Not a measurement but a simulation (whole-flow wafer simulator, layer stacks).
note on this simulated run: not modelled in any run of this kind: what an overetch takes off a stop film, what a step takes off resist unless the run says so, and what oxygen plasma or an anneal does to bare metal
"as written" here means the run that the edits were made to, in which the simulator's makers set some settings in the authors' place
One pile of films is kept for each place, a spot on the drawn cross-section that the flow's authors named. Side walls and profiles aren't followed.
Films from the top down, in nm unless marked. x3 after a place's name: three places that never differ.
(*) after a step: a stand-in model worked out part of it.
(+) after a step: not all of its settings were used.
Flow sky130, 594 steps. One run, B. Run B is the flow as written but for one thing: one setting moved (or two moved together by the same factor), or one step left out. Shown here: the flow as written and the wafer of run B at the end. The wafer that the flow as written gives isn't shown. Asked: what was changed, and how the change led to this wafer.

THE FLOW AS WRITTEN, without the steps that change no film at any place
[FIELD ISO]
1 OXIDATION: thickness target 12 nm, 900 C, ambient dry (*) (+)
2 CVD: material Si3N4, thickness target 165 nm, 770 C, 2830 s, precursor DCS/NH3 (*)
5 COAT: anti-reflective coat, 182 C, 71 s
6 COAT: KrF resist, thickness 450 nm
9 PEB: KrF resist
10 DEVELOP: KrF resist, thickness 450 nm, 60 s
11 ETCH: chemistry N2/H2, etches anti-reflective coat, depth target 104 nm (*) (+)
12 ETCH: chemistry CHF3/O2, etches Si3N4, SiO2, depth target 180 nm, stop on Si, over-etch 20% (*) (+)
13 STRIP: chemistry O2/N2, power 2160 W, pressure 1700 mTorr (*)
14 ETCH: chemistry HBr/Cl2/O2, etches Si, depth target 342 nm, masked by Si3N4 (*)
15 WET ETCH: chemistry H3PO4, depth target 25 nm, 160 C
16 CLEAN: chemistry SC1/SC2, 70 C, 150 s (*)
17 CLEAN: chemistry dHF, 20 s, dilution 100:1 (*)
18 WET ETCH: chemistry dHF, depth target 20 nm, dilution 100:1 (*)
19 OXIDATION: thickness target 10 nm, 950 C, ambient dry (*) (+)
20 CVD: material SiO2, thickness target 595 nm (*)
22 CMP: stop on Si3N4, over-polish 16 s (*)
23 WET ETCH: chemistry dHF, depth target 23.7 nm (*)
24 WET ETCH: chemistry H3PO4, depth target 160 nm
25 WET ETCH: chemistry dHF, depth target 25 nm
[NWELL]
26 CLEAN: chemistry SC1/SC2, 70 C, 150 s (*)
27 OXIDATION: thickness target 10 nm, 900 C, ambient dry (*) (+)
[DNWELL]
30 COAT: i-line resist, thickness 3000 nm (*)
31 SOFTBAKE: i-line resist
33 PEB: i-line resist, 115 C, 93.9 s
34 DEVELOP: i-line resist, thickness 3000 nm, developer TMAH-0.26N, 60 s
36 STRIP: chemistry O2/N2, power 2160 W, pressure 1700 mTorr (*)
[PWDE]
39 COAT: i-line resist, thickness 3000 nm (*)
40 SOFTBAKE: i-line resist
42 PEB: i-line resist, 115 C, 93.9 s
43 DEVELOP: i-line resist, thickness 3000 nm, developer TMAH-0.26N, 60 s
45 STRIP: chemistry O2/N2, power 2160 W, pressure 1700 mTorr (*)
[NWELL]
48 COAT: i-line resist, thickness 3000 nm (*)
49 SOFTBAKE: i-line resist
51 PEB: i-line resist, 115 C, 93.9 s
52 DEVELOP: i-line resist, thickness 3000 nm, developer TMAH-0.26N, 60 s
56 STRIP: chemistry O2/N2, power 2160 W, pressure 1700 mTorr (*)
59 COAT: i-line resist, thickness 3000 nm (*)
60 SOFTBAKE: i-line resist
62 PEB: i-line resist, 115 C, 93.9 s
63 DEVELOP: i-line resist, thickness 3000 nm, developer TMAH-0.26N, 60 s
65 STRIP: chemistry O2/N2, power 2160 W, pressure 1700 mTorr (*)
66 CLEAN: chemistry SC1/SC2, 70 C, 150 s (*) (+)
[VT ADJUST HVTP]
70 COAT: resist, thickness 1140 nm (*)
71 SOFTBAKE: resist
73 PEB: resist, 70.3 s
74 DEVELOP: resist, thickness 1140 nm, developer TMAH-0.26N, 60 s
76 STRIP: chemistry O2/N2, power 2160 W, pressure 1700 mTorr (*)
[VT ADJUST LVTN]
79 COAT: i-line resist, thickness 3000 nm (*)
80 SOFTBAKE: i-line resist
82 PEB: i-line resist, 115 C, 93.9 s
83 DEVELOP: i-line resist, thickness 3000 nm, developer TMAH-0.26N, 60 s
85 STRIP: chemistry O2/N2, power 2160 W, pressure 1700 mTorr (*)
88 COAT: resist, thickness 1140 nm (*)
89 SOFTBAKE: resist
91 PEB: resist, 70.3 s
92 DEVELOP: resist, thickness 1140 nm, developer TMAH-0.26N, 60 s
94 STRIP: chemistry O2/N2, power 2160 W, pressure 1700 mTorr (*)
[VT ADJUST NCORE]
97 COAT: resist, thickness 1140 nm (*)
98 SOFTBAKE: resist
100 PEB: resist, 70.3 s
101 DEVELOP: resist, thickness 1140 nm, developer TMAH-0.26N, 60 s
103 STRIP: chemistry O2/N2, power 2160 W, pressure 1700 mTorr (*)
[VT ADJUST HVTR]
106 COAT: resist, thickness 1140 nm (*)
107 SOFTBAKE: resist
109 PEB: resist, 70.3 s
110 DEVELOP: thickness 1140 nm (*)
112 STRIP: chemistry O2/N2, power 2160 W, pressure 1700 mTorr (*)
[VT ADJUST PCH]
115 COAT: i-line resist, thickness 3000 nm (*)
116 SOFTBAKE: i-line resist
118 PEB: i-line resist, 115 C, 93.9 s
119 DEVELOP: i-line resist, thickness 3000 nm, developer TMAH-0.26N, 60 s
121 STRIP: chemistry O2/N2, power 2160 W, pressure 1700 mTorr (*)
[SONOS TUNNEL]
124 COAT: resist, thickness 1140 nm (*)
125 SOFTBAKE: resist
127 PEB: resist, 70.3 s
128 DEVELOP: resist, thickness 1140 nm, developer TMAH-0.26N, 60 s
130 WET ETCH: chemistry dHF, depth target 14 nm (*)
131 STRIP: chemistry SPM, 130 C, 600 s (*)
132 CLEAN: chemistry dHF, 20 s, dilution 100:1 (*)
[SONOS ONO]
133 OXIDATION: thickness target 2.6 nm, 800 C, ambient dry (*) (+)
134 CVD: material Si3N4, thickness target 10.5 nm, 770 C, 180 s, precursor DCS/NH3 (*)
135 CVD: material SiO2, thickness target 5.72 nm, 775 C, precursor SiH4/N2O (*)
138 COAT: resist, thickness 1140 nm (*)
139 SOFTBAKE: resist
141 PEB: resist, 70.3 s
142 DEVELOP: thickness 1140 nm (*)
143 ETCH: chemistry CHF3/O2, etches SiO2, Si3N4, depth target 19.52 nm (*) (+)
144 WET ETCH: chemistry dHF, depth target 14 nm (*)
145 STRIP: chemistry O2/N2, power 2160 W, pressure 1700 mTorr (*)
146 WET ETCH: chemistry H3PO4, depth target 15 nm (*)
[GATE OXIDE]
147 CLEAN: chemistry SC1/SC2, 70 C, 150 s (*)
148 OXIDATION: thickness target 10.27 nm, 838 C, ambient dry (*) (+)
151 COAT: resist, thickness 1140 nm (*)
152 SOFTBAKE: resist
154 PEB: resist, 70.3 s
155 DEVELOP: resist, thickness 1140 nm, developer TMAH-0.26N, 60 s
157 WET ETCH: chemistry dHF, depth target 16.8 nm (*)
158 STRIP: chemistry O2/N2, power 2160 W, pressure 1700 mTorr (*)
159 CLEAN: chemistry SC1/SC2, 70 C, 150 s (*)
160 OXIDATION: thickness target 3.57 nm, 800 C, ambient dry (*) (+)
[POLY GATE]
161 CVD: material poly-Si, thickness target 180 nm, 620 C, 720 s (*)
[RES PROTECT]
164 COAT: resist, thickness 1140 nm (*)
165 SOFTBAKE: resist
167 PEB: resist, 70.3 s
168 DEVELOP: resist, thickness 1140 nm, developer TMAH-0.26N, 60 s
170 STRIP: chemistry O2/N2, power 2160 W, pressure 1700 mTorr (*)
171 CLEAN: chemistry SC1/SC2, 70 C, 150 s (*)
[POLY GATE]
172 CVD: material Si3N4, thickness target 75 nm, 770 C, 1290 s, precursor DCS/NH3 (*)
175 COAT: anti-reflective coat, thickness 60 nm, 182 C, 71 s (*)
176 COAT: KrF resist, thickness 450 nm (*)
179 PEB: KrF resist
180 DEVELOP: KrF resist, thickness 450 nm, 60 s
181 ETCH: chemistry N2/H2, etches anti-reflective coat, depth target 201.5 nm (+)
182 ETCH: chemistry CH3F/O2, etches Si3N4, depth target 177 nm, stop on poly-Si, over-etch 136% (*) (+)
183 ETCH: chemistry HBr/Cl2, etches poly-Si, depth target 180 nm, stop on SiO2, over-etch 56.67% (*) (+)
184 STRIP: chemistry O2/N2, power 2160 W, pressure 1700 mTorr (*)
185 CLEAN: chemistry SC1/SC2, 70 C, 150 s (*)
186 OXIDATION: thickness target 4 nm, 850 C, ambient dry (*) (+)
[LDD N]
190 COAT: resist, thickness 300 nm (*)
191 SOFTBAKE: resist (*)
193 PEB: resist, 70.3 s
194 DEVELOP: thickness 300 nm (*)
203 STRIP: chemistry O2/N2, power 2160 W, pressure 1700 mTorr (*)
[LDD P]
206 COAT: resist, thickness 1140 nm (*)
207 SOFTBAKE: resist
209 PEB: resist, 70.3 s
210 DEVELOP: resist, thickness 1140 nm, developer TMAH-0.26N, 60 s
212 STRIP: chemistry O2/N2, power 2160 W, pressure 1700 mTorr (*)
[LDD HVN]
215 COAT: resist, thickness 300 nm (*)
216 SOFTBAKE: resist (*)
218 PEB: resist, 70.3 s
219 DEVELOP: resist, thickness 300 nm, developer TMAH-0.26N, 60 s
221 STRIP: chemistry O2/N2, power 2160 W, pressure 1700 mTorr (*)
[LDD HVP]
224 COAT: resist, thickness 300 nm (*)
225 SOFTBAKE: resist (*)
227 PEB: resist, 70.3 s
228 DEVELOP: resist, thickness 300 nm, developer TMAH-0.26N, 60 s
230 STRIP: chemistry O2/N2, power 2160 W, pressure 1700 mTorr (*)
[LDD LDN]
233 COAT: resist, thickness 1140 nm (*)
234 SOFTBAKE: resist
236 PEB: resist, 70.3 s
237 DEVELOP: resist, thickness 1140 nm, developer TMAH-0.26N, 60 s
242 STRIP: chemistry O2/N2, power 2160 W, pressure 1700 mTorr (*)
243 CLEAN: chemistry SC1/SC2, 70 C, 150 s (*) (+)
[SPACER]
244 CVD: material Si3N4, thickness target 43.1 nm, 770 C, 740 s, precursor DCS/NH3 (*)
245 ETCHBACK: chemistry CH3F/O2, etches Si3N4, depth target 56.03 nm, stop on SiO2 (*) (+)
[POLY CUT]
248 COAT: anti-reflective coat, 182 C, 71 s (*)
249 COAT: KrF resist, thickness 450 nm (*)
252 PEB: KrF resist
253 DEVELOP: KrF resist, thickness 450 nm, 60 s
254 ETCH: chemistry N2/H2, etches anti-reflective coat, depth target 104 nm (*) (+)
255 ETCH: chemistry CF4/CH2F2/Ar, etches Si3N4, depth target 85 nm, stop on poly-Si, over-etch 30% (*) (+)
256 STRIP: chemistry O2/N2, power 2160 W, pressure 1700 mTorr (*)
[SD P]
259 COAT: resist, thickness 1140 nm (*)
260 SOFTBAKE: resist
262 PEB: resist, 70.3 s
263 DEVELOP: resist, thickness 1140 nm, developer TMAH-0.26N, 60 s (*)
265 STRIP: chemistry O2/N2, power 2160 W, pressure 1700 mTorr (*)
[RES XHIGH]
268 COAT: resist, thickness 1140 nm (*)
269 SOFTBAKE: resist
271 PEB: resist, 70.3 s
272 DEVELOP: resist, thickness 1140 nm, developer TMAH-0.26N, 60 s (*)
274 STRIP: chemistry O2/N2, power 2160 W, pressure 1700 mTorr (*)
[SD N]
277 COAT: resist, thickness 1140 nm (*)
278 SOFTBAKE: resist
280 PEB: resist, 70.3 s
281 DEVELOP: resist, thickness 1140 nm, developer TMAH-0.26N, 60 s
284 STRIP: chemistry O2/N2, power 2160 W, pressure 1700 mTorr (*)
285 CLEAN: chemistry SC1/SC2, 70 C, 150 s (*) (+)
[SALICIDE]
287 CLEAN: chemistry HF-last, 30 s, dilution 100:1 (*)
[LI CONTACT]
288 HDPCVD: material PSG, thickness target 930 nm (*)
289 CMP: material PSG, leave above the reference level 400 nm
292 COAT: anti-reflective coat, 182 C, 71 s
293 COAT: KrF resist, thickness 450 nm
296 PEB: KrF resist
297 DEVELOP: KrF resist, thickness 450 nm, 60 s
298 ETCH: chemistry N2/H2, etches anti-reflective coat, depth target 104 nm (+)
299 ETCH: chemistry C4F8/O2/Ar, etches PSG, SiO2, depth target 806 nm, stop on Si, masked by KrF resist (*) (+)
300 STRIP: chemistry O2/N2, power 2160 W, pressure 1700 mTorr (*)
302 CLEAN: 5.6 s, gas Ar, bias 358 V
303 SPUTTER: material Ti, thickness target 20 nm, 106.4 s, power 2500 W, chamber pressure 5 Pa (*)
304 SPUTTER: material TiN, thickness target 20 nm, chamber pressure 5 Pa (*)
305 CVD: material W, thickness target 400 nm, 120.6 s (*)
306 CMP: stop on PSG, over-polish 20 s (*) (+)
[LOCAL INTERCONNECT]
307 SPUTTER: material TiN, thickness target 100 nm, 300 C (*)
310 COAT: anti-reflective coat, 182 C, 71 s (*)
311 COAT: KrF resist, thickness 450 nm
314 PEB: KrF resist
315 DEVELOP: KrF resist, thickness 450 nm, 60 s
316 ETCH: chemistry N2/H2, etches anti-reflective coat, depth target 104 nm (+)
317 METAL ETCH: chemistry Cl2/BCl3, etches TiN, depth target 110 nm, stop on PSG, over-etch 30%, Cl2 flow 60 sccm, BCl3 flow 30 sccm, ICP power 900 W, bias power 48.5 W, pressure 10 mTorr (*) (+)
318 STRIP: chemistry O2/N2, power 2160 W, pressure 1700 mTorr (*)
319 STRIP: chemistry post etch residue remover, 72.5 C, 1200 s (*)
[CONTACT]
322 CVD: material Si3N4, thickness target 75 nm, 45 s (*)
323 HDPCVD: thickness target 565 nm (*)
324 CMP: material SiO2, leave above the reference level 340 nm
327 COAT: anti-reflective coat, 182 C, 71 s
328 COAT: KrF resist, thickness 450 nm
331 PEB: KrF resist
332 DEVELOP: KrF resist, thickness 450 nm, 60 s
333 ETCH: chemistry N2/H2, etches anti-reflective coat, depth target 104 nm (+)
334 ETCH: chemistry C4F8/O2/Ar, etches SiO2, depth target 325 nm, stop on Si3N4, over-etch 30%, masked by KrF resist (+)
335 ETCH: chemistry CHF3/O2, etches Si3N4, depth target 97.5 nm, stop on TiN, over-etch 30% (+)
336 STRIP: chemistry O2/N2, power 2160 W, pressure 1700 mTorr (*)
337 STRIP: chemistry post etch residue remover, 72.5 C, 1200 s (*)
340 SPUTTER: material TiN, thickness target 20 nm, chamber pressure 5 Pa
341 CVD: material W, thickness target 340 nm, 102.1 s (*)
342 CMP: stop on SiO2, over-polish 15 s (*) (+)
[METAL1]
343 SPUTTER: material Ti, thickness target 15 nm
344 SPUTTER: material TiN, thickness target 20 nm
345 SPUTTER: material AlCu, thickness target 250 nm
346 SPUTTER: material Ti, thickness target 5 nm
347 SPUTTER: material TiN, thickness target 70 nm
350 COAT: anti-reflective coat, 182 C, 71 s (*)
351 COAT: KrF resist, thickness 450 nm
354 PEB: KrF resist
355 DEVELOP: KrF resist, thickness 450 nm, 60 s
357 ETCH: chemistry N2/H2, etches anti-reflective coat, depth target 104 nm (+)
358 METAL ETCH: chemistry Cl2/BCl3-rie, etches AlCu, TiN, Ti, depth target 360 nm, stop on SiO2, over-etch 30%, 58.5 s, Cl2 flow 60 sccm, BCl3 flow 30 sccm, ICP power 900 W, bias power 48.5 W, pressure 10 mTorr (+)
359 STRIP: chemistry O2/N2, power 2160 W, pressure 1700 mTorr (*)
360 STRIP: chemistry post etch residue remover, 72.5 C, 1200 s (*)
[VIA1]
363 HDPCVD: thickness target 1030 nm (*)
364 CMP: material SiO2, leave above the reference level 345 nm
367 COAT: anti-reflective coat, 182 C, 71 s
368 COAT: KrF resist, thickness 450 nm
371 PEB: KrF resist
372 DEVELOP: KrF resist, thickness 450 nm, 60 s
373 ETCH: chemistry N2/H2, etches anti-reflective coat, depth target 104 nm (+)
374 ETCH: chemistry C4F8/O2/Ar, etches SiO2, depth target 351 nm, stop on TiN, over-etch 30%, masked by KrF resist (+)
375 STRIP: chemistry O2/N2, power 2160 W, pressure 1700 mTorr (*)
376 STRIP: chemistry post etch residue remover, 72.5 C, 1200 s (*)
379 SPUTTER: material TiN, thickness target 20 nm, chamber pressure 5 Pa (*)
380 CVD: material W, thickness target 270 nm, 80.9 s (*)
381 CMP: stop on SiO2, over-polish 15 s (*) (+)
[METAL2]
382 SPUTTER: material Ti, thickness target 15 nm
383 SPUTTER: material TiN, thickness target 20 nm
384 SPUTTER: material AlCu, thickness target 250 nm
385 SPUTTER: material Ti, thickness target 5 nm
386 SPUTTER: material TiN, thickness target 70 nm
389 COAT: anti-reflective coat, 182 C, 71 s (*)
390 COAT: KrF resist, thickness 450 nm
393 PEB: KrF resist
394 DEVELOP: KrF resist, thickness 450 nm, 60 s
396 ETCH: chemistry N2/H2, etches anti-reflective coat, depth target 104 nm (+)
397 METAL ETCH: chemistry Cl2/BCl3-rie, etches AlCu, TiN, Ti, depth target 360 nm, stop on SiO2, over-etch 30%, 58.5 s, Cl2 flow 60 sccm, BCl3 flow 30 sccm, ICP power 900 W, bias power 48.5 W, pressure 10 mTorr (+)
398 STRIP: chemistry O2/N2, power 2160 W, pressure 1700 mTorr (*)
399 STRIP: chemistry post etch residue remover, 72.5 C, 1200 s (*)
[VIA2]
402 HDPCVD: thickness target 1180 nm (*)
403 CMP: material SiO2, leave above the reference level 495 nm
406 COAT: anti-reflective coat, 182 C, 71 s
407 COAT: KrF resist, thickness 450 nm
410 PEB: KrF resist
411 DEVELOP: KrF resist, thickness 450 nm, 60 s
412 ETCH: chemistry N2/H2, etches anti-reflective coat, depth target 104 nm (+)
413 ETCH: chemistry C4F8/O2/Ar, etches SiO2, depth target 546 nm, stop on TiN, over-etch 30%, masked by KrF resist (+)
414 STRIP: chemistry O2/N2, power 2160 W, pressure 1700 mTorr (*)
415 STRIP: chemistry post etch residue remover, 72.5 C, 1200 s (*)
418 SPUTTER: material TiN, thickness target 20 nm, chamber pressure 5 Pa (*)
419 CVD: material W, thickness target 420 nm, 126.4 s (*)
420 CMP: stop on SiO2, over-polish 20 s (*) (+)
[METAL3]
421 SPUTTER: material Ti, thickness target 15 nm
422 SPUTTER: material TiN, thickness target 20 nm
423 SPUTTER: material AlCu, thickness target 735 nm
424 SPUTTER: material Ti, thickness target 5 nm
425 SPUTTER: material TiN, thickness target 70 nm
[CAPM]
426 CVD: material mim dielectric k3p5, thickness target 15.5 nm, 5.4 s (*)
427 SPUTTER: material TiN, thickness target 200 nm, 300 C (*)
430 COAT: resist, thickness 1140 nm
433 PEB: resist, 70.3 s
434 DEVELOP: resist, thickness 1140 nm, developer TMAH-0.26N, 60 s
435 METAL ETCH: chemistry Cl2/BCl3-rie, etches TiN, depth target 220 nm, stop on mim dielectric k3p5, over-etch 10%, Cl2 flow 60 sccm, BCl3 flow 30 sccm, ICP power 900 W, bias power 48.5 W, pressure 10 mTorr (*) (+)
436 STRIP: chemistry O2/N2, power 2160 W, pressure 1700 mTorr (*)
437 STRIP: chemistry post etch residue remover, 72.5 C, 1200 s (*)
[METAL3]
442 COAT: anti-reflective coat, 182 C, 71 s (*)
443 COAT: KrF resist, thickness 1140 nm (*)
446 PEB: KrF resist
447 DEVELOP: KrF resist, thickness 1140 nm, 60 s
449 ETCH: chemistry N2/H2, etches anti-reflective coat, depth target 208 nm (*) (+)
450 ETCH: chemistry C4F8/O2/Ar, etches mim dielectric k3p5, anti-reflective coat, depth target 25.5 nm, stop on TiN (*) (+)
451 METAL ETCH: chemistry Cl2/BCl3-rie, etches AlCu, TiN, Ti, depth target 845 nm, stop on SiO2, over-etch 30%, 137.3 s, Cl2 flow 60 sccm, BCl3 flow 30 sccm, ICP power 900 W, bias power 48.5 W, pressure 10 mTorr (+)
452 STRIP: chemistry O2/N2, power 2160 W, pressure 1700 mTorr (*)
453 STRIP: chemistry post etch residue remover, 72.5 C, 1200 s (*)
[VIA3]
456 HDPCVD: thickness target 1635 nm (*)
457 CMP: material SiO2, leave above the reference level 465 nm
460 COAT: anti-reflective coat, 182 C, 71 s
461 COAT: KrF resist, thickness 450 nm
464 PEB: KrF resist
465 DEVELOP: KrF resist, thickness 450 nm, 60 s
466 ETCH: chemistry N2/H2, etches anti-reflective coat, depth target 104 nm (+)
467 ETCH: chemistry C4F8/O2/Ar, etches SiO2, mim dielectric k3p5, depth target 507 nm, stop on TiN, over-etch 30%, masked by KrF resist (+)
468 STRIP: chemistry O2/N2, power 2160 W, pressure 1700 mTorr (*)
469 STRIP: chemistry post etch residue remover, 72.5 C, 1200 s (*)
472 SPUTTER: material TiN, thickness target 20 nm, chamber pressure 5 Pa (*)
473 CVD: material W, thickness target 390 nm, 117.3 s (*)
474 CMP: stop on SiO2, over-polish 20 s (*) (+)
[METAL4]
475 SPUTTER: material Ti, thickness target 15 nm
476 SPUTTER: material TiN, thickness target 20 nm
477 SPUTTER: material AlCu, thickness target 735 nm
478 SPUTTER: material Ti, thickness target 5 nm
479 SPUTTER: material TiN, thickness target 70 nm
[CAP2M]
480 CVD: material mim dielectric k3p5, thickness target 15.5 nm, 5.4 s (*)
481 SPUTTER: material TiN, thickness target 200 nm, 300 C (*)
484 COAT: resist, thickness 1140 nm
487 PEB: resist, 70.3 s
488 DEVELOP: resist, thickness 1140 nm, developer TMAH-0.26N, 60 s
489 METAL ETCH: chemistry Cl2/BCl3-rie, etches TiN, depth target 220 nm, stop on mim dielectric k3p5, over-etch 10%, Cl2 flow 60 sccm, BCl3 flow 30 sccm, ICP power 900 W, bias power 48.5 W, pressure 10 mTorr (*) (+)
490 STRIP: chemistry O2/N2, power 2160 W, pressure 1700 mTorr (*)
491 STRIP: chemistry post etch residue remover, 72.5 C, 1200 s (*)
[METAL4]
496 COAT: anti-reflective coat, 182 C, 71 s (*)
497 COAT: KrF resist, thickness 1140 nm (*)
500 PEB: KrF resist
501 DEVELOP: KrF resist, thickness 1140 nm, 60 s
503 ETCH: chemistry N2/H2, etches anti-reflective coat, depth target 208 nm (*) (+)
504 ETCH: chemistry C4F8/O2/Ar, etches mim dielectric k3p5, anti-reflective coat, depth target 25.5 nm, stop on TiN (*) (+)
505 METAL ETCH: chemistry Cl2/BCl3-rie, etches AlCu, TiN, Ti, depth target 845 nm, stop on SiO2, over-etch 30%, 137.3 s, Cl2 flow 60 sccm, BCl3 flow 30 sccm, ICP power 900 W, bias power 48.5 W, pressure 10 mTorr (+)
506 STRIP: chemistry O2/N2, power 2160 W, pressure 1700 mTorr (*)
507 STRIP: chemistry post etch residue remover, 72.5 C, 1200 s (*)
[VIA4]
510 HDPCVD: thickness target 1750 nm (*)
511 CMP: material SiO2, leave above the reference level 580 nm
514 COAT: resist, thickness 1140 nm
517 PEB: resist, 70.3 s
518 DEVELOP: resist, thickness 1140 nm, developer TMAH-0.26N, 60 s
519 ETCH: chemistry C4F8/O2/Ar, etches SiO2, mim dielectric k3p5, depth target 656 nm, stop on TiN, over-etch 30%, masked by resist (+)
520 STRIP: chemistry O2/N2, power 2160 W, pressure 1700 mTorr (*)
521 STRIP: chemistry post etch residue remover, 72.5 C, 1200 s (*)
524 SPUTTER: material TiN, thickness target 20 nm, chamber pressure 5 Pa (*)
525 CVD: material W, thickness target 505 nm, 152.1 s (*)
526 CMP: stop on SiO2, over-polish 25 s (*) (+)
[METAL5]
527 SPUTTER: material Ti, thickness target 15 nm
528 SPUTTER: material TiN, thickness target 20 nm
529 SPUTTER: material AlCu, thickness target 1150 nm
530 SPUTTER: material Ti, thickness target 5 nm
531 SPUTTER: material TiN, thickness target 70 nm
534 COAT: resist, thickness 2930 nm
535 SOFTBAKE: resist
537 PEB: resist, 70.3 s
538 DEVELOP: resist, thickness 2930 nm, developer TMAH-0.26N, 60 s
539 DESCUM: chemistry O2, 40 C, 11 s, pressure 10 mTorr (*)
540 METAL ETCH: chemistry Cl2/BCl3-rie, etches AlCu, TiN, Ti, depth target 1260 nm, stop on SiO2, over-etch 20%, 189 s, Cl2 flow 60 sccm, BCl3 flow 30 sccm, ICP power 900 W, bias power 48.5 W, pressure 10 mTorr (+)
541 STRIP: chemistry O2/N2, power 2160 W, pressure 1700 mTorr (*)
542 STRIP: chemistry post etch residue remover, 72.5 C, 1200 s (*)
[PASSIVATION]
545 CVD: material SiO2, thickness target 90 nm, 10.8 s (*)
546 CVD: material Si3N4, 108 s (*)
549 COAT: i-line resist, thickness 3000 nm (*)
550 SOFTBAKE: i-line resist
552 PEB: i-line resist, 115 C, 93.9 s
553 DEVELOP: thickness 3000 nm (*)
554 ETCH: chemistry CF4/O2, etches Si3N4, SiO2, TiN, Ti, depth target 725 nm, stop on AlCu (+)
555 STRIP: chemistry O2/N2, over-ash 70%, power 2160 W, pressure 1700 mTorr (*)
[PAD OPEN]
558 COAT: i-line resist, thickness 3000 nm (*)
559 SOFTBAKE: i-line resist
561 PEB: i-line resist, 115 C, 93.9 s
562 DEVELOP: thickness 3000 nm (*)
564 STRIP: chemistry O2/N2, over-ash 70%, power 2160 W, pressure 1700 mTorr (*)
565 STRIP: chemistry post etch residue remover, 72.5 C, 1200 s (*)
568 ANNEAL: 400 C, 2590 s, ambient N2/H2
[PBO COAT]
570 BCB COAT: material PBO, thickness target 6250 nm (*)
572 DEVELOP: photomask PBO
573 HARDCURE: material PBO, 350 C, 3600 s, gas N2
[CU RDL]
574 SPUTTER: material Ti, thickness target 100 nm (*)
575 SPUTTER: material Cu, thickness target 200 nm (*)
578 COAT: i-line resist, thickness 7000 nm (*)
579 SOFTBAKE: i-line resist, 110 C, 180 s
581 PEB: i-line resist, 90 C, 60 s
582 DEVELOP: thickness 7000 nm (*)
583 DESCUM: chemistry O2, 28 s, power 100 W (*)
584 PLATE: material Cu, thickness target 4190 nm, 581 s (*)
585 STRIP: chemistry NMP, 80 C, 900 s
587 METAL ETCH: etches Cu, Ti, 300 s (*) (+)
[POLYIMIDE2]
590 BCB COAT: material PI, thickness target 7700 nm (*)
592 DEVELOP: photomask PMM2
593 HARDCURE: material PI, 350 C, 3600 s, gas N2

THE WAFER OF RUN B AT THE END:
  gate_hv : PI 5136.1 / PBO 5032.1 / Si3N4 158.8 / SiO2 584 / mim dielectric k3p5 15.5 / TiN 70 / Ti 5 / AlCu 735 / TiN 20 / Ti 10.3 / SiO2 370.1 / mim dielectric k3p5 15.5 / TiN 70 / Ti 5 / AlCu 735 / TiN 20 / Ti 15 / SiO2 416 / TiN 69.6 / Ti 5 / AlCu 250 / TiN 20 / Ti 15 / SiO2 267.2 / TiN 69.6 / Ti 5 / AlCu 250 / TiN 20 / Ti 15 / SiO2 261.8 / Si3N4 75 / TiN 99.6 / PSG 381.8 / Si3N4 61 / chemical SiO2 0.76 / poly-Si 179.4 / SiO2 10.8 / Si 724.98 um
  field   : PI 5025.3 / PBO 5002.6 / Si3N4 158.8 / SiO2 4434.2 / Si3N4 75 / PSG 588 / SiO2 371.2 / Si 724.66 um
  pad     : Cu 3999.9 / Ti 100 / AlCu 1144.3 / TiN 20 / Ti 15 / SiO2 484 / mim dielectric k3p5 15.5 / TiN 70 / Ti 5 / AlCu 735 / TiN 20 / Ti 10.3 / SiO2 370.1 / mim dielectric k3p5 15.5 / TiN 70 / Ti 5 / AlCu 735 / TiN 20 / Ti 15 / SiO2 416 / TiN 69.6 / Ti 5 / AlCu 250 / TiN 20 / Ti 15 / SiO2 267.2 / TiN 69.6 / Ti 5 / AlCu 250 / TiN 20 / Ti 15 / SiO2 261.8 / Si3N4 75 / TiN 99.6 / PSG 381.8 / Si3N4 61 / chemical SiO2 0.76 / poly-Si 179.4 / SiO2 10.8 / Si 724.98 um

The cause: step 475, SPUTTER: thickness target 10.3 nm was run, where the flow has thickness target 15 nm.
It can be read off the wafer: gate_hv has Ti 10.3, and step 475 as written asks for 15 nm.

How the change led to this, step by step:
  475 SPUTTER: material Ti, thickness target 15 nm
      field, active, n_well and 189 more: Ti +10.3 (new film) (as written it would be: Ti +15 (new film))
  505 METAL ETCH: chemistry Cl2/BCl3-rie, etches AlCu, TiN, Ti, depth target 845 nm, stop on SiO2, over-etch 30%, 137.3 s, Cl2 flow 60 sccm, BCl3 flow 30 sccm, ICP power 900 W, bias power 48.5 W, pressure 10 mTorr (+)
      field, gate, spacer and 68 more: TiN -70 (all of it), Ti -5 (all of it), AlCu -735 (all of it), TiN -20 (all of it), Ti -10.3 (all of it), SiO2 -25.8 (as written it would be: TiN -70 (all of it), Ti -5 (all of it), AlCu -735 (all of it), TiN -20 (all of it), Ti -15 (all of it), SiO2 -25.4)
      active, vpp_iso1, mim_edge_plate and 14 more: TiN -70 (all of it), Ti -5 (all of it), AlCu -735 (all of it), TiN -20 (all of it), Ti -10.3 (all of it), SiO2 -25.8 (as written it would be: TiN -70 (all of it), Ti -5 (all of it), AlCu -735 (all of it), TiN -20 (all of it), Ti -15 (all of it), SiO2 -25.3)
